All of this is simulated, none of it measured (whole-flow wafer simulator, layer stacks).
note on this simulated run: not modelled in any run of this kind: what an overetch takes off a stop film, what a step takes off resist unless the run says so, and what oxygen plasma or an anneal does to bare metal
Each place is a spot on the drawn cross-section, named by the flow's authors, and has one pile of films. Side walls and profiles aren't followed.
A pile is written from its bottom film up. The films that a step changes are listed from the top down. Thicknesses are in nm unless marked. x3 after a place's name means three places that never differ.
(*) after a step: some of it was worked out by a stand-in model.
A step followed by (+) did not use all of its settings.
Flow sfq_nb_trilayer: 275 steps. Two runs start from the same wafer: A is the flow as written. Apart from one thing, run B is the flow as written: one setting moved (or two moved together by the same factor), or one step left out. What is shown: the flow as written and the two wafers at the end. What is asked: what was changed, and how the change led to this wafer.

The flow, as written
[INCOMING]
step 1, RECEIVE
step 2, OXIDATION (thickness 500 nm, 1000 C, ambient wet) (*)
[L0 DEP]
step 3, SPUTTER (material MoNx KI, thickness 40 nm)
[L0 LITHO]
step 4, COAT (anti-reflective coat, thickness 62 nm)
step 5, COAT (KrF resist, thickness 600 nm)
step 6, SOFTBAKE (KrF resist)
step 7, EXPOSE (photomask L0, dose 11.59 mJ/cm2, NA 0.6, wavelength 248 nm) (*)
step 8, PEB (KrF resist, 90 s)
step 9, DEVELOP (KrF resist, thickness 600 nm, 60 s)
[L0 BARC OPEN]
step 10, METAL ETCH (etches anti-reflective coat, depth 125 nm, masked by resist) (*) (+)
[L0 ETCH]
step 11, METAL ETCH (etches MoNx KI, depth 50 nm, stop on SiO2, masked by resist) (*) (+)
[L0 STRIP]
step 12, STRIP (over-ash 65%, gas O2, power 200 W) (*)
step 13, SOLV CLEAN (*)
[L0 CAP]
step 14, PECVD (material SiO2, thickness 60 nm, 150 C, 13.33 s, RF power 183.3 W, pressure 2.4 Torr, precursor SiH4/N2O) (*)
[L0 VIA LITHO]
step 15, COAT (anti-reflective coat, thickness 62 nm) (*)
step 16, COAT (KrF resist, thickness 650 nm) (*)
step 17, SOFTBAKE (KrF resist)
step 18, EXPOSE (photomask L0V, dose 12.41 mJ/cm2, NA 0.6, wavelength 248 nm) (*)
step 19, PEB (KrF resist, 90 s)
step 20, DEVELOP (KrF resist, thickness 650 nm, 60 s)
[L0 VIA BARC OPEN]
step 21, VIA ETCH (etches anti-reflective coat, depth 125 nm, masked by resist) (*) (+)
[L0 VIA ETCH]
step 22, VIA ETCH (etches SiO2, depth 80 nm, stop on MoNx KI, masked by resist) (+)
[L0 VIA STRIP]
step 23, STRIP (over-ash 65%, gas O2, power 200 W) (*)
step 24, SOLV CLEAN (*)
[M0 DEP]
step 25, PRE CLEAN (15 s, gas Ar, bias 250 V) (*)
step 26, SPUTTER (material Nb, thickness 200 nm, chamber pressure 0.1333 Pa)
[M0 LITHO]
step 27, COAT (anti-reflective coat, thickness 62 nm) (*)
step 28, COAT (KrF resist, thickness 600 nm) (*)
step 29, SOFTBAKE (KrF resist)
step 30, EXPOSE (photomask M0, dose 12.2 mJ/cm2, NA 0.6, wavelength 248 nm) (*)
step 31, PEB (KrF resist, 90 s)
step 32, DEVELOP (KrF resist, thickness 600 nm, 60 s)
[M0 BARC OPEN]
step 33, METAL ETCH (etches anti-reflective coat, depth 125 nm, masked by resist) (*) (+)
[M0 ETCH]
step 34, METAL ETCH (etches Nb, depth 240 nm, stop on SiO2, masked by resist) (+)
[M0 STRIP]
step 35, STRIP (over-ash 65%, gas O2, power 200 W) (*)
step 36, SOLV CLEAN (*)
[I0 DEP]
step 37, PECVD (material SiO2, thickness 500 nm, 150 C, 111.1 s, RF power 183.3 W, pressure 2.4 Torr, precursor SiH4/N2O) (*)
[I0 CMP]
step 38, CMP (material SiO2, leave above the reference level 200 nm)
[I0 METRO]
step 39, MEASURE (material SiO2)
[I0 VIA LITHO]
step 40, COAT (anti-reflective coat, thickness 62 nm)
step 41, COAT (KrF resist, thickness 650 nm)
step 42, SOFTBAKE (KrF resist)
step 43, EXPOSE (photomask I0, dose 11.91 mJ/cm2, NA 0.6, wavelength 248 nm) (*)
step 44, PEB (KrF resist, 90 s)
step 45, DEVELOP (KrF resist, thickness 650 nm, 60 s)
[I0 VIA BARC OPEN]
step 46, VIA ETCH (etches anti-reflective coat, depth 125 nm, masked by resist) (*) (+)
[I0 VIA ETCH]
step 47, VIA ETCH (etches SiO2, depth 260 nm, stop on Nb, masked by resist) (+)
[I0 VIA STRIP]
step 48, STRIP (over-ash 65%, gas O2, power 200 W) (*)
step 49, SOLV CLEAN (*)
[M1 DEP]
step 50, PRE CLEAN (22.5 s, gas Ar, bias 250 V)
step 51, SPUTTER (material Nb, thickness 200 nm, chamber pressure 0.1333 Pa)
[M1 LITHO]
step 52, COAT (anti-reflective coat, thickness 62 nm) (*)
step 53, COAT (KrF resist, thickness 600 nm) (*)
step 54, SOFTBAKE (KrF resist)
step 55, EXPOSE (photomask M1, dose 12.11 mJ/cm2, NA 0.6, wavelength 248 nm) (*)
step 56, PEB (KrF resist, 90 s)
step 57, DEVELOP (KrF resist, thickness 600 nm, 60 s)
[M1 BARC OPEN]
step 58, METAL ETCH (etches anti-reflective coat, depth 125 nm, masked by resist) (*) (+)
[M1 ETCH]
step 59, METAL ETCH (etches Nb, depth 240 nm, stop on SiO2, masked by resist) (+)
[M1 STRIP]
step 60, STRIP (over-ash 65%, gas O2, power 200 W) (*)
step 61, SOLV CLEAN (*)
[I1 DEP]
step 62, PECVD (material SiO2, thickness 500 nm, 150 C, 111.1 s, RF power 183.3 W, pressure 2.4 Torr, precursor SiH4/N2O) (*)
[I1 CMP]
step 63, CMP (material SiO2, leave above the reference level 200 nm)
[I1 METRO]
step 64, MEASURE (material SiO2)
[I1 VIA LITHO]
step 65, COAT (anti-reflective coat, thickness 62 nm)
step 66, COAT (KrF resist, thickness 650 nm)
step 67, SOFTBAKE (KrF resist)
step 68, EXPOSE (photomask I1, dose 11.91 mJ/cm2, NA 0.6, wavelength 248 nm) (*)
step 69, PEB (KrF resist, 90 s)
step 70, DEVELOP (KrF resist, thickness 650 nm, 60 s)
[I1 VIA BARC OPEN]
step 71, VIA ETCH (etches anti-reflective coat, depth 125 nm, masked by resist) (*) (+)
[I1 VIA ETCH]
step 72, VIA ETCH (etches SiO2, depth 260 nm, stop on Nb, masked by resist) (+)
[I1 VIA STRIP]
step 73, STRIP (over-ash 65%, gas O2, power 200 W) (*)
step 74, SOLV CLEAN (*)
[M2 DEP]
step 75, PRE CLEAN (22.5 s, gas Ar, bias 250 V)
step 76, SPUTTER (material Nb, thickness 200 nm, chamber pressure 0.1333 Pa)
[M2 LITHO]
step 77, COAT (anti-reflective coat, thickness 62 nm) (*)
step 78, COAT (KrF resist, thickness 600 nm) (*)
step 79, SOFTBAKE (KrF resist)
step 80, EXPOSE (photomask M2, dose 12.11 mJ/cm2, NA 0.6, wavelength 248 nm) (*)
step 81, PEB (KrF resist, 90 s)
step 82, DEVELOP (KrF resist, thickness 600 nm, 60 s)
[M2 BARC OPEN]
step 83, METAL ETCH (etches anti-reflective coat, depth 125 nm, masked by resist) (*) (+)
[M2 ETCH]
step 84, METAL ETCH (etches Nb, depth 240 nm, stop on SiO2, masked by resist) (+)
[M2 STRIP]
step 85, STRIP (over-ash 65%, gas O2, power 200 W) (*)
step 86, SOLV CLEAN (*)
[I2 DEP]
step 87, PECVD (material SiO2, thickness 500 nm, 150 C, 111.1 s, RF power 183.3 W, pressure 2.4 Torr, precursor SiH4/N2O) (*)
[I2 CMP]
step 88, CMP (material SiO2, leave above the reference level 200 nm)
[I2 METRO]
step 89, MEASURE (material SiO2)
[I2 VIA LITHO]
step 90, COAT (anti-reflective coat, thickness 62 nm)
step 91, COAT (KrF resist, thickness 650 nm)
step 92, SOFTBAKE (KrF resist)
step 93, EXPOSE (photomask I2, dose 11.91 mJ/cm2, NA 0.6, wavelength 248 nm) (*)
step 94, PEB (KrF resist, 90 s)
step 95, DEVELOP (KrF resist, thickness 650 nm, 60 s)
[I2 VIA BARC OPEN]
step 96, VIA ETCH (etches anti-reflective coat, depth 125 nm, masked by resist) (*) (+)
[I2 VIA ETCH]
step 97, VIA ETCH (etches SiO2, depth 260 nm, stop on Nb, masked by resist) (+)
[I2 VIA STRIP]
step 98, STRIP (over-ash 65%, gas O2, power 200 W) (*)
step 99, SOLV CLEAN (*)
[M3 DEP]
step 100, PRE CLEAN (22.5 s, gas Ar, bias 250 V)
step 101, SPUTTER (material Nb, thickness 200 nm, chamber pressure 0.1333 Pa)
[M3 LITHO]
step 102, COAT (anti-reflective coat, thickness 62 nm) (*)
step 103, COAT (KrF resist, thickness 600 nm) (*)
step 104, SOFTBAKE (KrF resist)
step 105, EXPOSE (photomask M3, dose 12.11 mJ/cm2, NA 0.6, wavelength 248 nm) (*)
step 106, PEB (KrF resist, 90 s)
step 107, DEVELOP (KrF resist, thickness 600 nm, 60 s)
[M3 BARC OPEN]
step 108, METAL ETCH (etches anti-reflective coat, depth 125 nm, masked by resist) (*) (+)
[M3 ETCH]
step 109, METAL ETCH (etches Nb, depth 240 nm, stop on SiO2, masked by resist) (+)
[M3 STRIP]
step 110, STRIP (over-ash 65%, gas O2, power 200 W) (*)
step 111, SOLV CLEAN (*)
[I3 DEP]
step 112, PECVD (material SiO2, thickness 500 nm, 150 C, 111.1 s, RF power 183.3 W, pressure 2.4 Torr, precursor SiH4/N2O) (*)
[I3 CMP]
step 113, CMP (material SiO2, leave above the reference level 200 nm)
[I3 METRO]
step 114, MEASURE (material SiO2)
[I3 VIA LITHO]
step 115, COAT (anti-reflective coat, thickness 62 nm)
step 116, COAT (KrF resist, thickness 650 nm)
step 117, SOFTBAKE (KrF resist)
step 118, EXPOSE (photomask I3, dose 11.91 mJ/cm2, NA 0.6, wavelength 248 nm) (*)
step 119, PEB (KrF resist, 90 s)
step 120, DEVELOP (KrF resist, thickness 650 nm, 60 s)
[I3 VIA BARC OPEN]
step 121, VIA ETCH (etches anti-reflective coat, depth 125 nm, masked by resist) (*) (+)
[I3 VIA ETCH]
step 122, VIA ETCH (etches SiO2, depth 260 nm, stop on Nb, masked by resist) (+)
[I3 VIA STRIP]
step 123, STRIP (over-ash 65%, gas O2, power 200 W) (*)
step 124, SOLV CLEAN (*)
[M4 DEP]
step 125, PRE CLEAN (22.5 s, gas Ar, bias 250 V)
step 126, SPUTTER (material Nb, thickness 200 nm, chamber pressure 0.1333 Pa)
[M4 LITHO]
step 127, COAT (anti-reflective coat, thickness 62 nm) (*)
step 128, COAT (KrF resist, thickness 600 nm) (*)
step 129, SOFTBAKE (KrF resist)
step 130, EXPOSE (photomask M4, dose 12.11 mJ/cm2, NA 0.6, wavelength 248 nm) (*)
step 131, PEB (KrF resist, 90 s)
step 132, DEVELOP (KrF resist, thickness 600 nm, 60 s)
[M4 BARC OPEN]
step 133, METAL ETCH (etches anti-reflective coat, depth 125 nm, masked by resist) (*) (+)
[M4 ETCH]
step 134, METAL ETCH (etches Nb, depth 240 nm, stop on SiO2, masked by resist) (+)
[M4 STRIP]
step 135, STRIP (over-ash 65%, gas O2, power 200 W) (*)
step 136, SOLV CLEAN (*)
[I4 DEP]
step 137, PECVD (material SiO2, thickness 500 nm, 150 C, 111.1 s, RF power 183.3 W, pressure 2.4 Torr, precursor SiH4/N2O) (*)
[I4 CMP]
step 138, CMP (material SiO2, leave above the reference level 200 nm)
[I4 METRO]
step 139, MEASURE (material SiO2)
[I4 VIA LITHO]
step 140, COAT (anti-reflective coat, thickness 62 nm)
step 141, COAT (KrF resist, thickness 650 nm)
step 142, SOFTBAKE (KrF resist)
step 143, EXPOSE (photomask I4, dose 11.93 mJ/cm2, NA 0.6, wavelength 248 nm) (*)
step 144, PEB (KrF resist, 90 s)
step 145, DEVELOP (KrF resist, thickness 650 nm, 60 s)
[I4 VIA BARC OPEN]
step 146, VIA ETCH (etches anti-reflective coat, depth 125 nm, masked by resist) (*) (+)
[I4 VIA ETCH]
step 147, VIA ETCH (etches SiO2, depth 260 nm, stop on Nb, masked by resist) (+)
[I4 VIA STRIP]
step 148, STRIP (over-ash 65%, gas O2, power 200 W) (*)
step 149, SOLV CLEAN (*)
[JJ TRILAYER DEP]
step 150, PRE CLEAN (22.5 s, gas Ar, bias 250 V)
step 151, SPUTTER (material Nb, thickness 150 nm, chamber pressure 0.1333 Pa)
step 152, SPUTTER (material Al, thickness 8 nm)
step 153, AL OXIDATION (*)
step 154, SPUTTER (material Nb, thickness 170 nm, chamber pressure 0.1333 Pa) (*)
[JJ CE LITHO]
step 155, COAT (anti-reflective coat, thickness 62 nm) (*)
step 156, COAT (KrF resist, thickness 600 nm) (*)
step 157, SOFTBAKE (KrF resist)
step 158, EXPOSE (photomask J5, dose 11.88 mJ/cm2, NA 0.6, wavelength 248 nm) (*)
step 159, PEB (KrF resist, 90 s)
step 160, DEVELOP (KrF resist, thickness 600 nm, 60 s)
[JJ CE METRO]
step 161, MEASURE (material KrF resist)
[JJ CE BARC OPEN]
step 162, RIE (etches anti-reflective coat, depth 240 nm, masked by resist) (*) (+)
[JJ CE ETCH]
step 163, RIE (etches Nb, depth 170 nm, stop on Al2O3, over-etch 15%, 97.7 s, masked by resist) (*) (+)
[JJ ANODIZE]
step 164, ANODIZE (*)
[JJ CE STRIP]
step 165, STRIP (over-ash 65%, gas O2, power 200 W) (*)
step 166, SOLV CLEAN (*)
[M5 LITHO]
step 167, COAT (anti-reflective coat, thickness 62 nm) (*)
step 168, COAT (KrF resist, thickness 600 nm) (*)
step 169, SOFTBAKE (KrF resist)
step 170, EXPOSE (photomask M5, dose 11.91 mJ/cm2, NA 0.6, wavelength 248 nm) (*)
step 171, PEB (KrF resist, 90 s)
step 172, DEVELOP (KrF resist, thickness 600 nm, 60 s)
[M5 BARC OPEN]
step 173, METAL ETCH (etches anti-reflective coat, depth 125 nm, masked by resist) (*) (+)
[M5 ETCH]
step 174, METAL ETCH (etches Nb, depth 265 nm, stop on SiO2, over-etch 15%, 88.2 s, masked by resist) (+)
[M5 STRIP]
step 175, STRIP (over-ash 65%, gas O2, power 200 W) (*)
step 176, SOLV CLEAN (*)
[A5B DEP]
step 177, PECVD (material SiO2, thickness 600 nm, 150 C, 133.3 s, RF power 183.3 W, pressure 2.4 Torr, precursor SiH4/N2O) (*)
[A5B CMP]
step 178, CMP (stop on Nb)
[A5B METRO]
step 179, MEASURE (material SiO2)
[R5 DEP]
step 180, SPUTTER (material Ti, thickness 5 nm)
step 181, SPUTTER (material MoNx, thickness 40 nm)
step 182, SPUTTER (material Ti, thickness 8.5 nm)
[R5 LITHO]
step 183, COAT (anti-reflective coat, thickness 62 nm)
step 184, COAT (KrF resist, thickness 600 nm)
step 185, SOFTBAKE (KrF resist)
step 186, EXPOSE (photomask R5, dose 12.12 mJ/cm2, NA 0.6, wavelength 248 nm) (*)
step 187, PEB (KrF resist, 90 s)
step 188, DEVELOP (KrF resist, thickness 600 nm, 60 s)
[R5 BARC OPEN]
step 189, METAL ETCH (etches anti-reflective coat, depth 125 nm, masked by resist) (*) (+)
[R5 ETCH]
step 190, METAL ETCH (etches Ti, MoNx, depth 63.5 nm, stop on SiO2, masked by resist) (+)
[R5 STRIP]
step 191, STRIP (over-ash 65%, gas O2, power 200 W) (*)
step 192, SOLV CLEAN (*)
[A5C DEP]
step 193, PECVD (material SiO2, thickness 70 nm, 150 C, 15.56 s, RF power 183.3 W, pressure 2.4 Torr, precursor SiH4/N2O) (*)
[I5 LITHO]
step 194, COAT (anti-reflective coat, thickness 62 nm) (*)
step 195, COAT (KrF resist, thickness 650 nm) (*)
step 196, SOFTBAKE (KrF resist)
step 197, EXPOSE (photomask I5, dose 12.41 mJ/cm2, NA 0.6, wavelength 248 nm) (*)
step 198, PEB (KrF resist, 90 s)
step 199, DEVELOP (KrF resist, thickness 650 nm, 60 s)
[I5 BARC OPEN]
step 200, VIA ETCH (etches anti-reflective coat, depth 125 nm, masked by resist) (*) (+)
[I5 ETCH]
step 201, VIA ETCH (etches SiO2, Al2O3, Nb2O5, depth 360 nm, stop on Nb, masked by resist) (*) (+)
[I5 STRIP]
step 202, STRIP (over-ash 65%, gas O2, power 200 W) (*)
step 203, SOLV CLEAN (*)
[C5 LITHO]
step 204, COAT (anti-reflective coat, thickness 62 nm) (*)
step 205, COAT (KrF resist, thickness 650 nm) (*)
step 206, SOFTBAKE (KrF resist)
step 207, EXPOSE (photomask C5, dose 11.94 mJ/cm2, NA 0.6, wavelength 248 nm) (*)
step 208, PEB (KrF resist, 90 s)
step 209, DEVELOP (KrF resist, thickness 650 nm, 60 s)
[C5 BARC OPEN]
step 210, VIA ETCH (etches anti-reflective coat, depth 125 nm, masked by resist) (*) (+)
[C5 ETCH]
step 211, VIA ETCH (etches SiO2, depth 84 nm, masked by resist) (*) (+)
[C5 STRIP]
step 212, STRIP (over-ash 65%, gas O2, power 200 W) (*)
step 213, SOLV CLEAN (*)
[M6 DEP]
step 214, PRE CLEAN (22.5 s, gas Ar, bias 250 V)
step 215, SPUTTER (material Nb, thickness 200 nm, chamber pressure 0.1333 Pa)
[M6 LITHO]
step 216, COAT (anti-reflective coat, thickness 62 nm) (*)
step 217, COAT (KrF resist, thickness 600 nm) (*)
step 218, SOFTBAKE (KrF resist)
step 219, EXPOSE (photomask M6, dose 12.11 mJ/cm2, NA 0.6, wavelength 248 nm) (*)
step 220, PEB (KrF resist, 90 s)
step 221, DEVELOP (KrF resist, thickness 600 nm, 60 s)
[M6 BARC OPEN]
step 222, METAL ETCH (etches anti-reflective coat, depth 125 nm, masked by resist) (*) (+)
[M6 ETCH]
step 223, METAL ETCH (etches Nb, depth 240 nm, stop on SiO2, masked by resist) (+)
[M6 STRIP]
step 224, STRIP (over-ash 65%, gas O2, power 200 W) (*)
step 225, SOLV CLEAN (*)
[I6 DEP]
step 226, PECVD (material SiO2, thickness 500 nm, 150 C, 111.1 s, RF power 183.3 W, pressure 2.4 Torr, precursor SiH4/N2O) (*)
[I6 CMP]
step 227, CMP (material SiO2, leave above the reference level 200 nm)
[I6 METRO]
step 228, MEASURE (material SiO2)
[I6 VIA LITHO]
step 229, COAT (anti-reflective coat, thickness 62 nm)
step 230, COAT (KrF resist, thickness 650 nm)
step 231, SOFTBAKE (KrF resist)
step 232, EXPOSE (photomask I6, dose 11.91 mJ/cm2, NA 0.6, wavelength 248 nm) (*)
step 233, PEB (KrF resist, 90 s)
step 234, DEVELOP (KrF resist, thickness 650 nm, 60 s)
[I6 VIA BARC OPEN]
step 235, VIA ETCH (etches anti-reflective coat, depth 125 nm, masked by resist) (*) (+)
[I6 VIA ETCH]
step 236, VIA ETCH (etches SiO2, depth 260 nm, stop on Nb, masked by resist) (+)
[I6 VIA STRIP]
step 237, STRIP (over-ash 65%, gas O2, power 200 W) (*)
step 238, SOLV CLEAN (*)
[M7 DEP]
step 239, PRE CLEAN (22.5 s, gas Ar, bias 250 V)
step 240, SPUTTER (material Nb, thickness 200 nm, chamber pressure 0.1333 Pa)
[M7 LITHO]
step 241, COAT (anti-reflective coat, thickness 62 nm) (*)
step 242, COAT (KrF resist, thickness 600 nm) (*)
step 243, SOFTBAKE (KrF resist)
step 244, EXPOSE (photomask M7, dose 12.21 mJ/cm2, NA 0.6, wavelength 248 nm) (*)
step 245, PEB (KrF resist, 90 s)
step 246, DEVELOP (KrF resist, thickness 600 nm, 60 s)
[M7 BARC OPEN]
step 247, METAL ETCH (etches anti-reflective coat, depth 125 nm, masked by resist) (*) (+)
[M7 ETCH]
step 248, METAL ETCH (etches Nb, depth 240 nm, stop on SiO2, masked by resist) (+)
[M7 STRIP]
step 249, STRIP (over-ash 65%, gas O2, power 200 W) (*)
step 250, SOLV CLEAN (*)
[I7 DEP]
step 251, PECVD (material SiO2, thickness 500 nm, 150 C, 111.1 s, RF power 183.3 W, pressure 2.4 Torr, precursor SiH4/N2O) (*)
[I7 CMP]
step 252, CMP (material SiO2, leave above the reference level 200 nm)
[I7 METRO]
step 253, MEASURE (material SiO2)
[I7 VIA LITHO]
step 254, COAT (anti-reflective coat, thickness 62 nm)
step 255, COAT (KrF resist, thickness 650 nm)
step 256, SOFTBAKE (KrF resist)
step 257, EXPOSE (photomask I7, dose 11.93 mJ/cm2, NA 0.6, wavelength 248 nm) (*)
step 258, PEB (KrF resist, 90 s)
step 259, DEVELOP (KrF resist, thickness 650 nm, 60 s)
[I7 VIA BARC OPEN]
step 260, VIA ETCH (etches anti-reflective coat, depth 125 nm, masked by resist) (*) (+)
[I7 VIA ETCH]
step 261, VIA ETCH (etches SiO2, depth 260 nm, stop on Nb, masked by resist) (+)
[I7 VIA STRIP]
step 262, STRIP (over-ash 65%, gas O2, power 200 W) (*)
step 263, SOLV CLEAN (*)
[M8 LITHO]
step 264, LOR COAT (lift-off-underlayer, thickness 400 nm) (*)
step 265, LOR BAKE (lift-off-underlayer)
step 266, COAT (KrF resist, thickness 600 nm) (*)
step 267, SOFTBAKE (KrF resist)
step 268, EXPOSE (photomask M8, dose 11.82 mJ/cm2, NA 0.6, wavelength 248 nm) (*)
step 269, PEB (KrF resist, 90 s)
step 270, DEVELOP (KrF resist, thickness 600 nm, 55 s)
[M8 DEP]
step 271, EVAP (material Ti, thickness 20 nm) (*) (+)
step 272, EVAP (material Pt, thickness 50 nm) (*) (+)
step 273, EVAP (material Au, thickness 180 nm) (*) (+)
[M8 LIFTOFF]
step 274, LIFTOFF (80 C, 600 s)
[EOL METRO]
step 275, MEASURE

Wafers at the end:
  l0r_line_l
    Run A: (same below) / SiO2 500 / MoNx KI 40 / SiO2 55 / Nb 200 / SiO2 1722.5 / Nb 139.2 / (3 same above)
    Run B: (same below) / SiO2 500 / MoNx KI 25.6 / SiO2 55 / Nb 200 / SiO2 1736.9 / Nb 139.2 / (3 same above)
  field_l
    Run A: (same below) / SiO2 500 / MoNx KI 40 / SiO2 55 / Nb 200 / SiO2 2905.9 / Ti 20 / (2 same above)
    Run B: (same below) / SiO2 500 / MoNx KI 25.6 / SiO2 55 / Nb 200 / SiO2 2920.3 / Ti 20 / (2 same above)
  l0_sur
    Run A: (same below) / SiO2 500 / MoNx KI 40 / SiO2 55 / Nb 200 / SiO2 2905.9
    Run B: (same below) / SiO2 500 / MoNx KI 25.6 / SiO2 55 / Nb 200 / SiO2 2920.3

What caused this: step 3, SPUTTER: thickness 25.6 nm was run, though the flow has thickness 40 nm.
The wafer lets one read it off: l0r_line_l has MoNx KI 25.6, and step 3 as written asks for 40 nm.

The path from the change to this, step by step:
  step 3, SPUTTER (material MoNx KI, thickness 40 nm)
      field_l, v_sur, via_wl and 103 more: A +40 MoNx KI (new film) | B +25.6 MoNx KI (new film)
  step 11, METAL ETCH (etches MoNx KI, depth 50 nm, stop on SiO2, masked by resist) (*) (+)
      v_sur, via_wl, via_w and 97 more: A -40 MoNx KI (all of it) | B -25.6 MoNx KI (all of it)
      field_l, l0_sur, l0v, l0r_line_l, l0r_line_c, l0r_line_r: A -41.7 KrF resist | B -32 KrF resist
  step 15, COAT (anti-reflective coat, thickness 62 nm) (*)
      field_l: A +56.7 anti-reflective coat (new film) | B +58.4 anti-reflective coat (new film)
      v_sur: A +72.2 anti-reflective coat (new film) | B +68.6 anti-reflective coat (new film)
      (as well as at 3 more places)
  step 23, STRIP (over-ash 65%, gas O2, power 200 W) (*)
      field_l: A -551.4 KrF resist (all of it), -56.7 anti-reflective coat (all of it) | B -554.5 KrF resist (all of it), -58.4 anti-reflective coat (all of it)
      v_sur: A -570.5 KrF resist (all of it), -72.2 anti-reflective coat (all of it) | B -566.4 KrF resist (all of it), -68.6 anti-reflective coat (all of it)
      (as well as at 3 more places)
  step 27, COAT (anti-reflective coat, thickness 62 nm) (*)
      field_l: A +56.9 anti-reflective coat (new film) | B +58.6 anti-reflective coat (new film)
      v_sur: A +72.3 anti-reflective coat (new film) | B +68.6 anti-reflective coat (new film)
      (as well as at 3 more places)
  step 35, STRIP (over-ash 65%, gas O2, power 200 W) (*)
      field_l: A -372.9 KrF resist (all of it), -56.9 anti-reflective coat (all of it) | B -376.3 KrF resist (all of it), -58.6 anti-reflective coat (all of it)
      v_sur: A -391.6 KrF resist (all of it), -72.3 anti-reflective coat (all of it) | B -388.2 KrF resist (all of it), -68.6 anti-reflective coat (all of it)
      (as well as at 3 more places)
  step 38, CMP (material SiO2, leave above the reference level 200 nm)
      field_l, l0_sur, l0r_line_l, l0r_line_c, l0r_line_r: A -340 SiO2 | B -325.6 SiO2
      l0v: A -277.8 SiO2 | B -263.4 SiO2
